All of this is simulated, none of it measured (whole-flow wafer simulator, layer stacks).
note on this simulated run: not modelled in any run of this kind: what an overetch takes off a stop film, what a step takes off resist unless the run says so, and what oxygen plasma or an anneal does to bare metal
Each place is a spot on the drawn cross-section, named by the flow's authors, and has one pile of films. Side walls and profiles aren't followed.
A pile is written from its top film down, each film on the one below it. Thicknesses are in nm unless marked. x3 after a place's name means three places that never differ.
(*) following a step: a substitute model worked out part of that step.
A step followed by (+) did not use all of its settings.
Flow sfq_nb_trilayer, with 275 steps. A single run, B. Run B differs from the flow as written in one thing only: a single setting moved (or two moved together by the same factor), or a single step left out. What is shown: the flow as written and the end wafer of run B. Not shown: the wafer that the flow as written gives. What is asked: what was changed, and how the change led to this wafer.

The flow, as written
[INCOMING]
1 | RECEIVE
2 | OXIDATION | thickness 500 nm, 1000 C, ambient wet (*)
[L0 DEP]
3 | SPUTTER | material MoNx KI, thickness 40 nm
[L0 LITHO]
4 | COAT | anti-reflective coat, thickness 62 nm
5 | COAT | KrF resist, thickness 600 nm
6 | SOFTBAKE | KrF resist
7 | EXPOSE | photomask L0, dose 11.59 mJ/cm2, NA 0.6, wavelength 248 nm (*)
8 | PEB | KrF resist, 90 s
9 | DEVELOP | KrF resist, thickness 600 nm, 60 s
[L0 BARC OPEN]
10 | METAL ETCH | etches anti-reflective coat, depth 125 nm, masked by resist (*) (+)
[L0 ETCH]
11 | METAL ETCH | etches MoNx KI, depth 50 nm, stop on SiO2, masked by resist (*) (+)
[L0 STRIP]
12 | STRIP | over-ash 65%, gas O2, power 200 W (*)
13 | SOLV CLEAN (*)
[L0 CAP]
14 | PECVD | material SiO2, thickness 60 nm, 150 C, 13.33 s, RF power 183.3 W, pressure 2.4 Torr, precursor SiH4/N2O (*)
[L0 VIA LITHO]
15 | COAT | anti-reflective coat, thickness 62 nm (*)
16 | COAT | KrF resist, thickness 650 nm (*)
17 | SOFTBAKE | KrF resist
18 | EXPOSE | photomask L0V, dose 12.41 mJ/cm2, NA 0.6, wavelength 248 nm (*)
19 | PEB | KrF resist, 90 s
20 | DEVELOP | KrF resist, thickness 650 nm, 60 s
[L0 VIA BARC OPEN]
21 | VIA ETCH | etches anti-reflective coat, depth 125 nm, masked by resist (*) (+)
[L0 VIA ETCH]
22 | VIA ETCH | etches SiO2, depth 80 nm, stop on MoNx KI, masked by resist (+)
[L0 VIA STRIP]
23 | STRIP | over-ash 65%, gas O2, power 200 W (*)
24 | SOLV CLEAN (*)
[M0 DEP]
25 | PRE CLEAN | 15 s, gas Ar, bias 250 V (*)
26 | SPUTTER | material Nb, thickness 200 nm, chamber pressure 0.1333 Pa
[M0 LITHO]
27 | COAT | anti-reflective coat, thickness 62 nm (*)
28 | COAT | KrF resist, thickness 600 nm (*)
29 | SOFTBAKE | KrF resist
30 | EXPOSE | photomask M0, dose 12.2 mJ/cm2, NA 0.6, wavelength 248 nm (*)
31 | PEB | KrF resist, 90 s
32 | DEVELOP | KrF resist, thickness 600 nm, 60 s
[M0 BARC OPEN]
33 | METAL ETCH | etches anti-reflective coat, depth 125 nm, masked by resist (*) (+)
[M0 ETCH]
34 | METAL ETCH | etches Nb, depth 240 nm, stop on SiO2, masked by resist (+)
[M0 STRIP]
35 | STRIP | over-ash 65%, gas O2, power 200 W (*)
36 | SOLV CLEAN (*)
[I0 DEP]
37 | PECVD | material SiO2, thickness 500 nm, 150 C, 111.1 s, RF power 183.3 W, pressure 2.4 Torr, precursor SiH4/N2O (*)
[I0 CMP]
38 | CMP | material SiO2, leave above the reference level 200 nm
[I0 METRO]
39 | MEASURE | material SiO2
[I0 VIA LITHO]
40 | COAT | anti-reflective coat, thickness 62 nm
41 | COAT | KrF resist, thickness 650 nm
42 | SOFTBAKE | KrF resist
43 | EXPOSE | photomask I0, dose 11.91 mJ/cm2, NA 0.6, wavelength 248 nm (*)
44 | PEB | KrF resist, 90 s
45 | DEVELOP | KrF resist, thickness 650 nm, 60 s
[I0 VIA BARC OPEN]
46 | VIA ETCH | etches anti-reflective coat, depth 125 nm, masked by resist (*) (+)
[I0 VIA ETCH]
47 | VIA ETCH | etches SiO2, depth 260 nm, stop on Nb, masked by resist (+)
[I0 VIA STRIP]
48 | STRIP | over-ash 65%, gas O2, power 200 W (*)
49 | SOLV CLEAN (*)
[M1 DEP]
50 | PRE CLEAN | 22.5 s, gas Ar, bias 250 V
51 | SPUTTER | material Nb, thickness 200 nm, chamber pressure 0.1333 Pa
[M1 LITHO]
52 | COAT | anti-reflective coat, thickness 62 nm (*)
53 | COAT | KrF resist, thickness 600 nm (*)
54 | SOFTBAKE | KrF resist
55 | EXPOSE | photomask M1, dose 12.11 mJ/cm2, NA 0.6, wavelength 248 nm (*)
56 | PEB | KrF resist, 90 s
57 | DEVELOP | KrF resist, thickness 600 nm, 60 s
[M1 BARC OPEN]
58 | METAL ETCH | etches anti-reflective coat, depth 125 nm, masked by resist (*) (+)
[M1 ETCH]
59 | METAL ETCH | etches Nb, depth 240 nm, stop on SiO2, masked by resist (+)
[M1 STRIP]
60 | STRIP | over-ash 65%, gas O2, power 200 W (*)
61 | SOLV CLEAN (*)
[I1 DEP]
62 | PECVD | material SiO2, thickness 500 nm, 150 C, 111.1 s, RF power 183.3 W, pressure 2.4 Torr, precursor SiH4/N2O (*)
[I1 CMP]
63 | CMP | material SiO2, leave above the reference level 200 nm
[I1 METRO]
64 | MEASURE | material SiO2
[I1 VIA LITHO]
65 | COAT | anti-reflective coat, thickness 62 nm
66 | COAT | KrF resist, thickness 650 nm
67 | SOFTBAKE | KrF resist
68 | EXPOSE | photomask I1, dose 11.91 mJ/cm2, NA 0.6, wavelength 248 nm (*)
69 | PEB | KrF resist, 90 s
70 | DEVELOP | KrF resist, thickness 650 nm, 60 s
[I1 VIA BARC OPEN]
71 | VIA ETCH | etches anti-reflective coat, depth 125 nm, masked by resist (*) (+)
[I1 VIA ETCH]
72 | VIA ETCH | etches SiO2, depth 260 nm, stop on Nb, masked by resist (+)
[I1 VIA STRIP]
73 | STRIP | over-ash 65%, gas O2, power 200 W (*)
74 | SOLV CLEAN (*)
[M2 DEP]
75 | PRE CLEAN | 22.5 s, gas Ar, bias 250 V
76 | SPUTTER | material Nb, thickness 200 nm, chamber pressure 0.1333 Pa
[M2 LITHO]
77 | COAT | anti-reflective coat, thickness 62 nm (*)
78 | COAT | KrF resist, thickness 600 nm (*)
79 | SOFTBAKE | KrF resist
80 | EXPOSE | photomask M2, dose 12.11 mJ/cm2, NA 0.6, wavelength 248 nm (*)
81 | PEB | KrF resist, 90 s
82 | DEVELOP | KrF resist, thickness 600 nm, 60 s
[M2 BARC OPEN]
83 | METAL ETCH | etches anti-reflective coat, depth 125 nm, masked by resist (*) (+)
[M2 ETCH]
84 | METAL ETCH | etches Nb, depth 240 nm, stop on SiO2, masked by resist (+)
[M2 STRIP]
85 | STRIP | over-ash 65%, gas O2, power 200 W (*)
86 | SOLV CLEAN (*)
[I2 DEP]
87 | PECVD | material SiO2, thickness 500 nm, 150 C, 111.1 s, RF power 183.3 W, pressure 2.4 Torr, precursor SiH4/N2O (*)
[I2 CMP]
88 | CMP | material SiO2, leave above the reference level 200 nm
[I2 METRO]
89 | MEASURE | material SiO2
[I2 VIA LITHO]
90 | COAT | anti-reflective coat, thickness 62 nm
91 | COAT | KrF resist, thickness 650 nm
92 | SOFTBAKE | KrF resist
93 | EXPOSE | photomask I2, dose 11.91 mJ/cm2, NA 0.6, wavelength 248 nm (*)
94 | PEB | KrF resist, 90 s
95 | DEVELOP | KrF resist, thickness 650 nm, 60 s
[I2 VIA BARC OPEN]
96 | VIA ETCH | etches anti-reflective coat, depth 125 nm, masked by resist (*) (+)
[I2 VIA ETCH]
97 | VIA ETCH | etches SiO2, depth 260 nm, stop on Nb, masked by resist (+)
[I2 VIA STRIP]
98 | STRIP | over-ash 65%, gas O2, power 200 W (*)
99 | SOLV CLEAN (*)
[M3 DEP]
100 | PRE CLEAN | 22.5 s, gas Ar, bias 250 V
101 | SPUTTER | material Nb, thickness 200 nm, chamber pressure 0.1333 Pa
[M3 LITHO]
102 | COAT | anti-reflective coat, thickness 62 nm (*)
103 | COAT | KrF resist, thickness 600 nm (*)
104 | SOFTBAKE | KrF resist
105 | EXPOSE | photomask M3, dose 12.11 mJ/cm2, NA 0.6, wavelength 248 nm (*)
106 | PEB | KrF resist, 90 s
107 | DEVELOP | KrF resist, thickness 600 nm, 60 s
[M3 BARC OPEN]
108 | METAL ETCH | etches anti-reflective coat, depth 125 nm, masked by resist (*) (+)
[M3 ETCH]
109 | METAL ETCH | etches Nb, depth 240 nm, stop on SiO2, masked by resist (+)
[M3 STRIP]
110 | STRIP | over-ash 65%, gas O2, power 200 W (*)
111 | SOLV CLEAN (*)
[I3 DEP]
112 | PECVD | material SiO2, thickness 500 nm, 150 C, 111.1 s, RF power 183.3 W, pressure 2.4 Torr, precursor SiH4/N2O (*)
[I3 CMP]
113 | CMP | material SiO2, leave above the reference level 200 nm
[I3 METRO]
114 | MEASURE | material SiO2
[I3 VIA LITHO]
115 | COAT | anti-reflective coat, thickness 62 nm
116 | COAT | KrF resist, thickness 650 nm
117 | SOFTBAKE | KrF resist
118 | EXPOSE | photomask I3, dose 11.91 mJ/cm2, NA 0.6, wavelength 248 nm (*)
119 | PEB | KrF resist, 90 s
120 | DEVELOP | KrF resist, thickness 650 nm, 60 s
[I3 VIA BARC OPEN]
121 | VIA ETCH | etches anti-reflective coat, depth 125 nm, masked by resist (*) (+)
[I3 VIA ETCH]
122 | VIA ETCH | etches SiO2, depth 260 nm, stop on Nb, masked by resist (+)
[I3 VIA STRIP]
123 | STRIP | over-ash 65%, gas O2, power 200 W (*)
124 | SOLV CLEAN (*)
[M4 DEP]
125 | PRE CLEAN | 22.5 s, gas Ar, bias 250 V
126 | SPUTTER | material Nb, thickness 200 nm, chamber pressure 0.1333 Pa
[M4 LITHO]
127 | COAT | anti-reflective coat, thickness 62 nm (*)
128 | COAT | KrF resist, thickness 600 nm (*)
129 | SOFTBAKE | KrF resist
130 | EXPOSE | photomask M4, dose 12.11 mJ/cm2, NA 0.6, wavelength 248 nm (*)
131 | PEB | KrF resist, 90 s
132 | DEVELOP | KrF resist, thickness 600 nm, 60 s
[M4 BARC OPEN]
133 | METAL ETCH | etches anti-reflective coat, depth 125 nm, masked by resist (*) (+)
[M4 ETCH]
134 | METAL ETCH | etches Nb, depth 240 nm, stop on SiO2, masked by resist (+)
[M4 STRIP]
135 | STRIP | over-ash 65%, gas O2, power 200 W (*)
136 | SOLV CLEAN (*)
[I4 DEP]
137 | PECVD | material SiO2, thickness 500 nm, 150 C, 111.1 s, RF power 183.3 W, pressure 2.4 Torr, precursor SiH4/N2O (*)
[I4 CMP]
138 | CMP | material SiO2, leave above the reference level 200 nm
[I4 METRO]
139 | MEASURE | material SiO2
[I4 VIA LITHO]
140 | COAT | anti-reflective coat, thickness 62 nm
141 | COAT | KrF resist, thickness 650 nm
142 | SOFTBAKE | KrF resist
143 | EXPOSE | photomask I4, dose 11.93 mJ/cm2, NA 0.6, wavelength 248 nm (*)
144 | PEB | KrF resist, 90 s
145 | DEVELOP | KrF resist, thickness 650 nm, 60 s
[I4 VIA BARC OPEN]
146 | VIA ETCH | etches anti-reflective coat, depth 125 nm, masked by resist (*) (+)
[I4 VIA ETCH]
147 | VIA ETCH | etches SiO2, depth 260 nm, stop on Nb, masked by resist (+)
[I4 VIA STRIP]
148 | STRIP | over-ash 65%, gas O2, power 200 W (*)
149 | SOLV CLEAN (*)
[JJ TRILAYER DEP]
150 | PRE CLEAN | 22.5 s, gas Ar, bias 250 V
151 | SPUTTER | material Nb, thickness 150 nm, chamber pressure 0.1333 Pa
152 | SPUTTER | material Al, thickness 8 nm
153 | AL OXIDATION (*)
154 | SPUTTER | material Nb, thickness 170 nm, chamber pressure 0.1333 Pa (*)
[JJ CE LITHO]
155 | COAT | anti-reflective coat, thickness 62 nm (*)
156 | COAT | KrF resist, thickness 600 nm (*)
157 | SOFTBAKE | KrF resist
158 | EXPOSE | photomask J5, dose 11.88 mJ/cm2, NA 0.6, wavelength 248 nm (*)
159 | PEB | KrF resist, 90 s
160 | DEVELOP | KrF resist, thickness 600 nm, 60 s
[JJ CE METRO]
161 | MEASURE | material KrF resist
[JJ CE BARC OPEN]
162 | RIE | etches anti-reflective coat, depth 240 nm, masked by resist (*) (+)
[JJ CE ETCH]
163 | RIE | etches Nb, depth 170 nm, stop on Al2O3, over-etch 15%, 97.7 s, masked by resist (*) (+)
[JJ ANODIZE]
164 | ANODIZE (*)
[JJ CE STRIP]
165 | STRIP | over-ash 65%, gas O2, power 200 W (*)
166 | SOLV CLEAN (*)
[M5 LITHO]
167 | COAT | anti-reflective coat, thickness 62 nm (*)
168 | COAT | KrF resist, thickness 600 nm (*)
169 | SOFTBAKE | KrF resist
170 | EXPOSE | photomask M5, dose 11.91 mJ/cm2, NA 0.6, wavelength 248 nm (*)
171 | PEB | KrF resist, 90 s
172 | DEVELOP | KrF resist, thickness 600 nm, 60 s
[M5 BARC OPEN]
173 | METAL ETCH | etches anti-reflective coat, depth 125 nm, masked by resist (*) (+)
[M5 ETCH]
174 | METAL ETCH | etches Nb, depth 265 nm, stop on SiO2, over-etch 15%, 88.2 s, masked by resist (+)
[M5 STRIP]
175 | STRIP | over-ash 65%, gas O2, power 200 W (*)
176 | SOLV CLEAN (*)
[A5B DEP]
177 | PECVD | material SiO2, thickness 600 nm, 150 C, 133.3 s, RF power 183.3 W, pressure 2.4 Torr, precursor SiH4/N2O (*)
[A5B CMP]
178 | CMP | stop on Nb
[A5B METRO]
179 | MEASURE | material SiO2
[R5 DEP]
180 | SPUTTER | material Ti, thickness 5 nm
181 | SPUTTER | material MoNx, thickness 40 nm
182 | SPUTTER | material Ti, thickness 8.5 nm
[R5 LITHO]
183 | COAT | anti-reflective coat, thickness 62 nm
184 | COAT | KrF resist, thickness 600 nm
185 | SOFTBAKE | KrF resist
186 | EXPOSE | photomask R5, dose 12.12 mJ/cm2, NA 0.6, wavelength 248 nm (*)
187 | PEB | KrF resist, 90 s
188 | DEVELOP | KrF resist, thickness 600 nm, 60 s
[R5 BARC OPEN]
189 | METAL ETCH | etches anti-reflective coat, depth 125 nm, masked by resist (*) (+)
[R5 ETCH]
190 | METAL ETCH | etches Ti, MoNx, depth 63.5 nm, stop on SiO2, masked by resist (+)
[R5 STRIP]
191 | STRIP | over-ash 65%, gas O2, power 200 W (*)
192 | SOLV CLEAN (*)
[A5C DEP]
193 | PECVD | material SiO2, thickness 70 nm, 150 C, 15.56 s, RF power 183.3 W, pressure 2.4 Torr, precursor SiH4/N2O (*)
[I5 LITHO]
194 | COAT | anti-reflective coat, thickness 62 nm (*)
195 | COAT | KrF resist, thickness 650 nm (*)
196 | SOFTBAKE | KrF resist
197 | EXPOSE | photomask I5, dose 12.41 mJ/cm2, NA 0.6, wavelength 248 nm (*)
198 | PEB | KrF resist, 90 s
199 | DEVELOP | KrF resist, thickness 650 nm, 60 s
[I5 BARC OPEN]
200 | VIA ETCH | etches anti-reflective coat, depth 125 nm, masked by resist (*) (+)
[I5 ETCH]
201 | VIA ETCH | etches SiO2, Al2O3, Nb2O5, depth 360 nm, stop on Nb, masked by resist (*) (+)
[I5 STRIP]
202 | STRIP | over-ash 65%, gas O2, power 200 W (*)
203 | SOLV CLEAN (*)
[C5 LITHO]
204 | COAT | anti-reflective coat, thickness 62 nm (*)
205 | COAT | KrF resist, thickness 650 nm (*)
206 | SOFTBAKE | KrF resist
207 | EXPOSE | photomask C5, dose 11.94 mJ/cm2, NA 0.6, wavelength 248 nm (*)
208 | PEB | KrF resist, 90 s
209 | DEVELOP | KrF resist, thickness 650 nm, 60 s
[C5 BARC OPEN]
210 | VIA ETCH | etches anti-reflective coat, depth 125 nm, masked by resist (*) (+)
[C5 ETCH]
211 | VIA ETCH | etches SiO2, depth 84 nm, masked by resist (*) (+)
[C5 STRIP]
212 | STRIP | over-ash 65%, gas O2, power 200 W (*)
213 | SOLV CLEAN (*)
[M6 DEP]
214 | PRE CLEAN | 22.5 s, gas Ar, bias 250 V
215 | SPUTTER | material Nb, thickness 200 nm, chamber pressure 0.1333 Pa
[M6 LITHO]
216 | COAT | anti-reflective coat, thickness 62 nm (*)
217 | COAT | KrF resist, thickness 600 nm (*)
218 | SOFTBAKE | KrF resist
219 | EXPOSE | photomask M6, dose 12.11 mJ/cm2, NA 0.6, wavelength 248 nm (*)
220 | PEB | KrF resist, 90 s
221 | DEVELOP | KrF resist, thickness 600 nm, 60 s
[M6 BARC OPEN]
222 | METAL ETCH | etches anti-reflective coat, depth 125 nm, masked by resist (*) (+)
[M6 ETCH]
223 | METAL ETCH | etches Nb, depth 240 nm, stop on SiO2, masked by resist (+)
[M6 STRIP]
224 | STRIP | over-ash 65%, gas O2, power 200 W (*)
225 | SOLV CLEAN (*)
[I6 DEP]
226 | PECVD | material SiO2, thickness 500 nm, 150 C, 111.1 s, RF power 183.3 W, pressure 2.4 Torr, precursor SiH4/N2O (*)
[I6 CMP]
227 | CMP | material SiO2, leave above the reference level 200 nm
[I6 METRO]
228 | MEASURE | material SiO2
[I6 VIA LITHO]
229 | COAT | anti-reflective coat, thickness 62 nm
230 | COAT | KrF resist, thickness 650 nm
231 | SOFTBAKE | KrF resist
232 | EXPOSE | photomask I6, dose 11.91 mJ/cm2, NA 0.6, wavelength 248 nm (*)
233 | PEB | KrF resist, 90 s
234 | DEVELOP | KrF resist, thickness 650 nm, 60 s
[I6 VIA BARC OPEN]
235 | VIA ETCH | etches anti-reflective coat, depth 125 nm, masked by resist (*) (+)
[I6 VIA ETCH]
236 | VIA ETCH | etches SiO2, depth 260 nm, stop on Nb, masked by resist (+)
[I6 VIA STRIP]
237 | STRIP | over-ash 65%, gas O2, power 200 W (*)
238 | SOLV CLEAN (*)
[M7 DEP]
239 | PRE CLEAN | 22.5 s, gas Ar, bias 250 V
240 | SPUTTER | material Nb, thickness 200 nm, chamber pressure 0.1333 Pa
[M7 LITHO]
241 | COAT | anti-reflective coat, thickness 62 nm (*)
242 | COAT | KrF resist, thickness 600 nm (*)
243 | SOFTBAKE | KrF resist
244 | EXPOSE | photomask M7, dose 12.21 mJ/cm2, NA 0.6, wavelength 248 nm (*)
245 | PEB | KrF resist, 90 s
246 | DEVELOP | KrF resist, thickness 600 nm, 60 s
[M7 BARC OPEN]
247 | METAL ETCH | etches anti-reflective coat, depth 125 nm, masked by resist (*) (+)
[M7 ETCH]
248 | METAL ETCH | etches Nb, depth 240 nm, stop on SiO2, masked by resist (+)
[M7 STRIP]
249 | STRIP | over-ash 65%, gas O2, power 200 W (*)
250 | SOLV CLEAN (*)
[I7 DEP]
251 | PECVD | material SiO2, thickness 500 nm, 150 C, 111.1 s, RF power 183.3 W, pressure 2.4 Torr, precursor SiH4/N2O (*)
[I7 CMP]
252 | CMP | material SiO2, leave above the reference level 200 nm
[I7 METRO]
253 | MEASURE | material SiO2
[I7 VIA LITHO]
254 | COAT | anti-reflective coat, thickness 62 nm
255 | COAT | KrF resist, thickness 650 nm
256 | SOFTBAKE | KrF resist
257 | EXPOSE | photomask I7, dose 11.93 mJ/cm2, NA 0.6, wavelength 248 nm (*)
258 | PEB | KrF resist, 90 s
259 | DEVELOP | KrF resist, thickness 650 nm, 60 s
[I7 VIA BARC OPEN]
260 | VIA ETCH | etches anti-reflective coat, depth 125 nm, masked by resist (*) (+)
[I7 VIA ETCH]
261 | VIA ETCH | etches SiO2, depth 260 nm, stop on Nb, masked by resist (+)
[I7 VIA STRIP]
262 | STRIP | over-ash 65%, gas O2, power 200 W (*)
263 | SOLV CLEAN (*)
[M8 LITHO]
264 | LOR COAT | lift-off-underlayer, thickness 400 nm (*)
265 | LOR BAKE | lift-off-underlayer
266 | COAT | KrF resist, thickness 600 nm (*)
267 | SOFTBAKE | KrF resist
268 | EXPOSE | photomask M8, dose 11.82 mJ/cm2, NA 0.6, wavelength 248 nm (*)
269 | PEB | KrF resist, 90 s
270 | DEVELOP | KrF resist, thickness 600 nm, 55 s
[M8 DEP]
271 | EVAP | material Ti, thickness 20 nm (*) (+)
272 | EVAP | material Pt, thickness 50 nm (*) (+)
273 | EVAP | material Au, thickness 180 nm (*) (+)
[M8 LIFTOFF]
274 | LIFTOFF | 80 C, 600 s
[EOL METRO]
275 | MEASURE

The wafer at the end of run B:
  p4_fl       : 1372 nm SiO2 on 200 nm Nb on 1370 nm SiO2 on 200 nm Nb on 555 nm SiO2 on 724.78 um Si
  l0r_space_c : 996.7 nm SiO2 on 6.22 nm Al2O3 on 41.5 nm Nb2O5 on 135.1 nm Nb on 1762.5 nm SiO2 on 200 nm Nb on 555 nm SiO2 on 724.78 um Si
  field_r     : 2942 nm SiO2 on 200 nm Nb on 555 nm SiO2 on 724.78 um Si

The reason: step 152, SPUTTER: thickness 4.08 nm was run, while the flow as written has thickness 8 nm.

How this came from the change, step by step:
  152 | SPUTTER | material Al, thickness 8 nm
      field_l, v_sur, via_sp and 100 more: +4.08 Al (new film) (it would be, as written: +8 Al (new film))
      via_wl, via_wr: +2.62 Al (new film) (it would be, as written: +5.14 Al (new film))
      (as well as at 1 more place)
  155 | COAT | anti-reflective coat, thickness 62 nm (*)
      via_wl, via_wr: +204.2 anti-reflective coat (new film) (it would be, as written: +209.4 anti-reflective coat (new film))
  162 | RIE | etches anti-reflective coat, depth 240 nm, masked by resist (*) (+)
      ce_l, c5j, ce_r, wl_jj: -204.2 KrF resist (it would be, as written: -209.4 KrF resist)
      via_wl, via_wr: -204.2 anti-reflective coat (all of it) (it would be, as written: -209.4 anti-reflective coat (all of it))
  164 | ANODIZE (*)
      field_l, v_sur, via_sp and 96 more: +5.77 Al2O3, +41.5 Nb2O5 (new film), -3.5 Al (all of it), -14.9 Nb (it would be, as written: +12.2 Al2O3, +29.9 Nb2O5 (new film), -7.42 Al (all of it), -10.8 Nb)
      via_wl, via_wr: +3.37 Al2O3 (new film), +46.6 Nb2O5 (new film), -2.04 Al (all of it), -16.8 Nb (it would be, as written: +7.52 Al2O3 (new film), +39.2 Nb2O5 (new film), -4.56 Al (all of it), -14.1 Nb)
      (as well as at 1 more place)
  174 | METAL ETCH | etches Nb, depth 265 nm, stop on SiO2, over-etch 15%, 88.2 s, masked by resist (+)
      field_l, r_sur, res and 50 more: -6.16 Al2O3 (all of it), -41.5 Nb2O5 (all of it), -135.1 Nb (all of it), -12.2 SiO2 (it would be, as written: -12.6 Al2O3 (all of it), -29.9 Nb2O5 (all of it), -139.2 Nb (all of it), -12.3 SiO2)
  201 | VIA ETCH | etches SiO2, Al2O3, Nb2O5, depth 360 nm, stop on Nb, masked by resist (*) (+)
      be: -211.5 SiO2 (all of it), -6.22 Al2O3 (all of it), -41.5 Nb2O5 (all of it) (it would be, as written: -216.4 SiO2 (all of it), -12.7 Al2O3 (all of it), -29.9 Nb2O5 (all of it))
